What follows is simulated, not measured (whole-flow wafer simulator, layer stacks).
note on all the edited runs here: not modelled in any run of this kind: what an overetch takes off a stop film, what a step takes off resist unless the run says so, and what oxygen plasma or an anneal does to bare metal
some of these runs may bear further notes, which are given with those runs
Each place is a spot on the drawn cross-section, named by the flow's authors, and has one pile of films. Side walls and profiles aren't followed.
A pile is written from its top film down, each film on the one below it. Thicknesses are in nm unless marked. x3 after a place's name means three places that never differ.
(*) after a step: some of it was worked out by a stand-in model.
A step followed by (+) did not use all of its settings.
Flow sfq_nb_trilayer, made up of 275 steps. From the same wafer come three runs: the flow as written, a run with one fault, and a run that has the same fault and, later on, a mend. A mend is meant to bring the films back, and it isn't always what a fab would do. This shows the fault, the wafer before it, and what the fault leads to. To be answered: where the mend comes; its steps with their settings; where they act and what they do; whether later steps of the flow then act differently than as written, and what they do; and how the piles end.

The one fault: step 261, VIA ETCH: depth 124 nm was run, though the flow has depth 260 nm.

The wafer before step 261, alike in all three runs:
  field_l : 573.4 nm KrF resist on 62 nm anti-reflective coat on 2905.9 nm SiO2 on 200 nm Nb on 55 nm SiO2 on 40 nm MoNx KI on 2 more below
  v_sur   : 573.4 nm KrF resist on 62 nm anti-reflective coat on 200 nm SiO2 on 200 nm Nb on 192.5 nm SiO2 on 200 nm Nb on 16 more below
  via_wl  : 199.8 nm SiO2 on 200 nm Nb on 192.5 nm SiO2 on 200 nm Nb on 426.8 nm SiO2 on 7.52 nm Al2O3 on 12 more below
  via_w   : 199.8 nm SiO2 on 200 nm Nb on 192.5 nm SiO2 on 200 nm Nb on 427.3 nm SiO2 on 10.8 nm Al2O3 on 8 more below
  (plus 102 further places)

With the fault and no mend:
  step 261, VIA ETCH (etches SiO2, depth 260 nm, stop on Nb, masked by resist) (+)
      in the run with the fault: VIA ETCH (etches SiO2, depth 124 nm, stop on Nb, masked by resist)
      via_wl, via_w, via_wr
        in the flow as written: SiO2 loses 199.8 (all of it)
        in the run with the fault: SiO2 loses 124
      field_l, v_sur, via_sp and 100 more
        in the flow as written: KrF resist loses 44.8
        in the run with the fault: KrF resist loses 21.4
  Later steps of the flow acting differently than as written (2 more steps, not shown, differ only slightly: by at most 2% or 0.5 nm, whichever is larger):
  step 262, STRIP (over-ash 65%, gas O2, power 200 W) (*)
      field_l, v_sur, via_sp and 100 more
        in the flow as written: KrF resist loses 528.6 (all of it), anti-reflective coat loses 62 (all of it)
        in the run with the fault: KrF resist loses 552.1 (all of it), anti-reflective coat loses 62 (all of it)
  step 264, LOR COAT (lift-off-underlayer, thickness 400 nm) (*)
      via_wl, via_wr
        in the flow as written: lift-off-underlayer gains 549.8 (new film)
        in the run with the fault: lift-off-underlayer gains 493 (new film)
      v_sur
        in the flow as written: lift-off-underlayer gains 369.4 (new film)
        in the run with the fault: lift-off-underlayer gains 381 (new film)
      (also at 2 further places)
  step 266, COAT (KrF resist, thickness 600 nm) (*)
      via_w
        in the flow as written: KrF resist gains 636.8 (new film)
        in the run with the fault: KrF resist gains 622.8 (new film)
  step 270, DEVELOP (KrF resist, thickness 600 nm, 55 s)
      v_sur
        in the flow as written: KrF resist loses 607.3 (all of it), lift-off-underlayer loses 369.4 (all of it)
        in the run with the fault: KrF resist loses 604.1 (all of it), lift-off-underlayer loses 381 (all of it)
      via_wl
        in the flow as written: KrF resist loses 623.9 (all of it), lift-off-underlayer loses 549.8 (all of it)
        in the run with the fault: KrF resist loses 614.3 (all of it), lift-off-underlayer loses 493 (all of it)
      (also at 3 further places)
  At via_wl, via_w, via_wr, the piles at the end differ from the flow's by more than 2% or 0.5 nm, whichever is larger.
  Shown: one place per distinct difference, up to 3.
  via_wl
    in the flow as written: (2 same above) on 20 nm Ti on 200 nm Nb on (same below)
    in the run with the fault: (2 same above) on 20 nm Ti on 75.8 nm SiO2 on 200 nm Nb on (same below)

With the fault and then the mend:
  After step 261 comes the mend.
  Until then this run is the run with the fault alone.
  step 261a, VIA ETCH (etches SiO2, depth 136 nm, stop on Nb, masked by resist) (+) (a further turn of the flow's step 261, with different settings)
      field_l, v_sur, via_sp and 100 more
        KrF resist loses 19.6
      via_wl, via_w, via_wr
        SiO2 loses 75.8 (all of it)
  Later steps of the flow that are run all act as written at every place that is followed, up to a difference of at most 2% or 0.5 nm, whichever is larger.
  At every place that both follow, the piles at the end match the flow's.
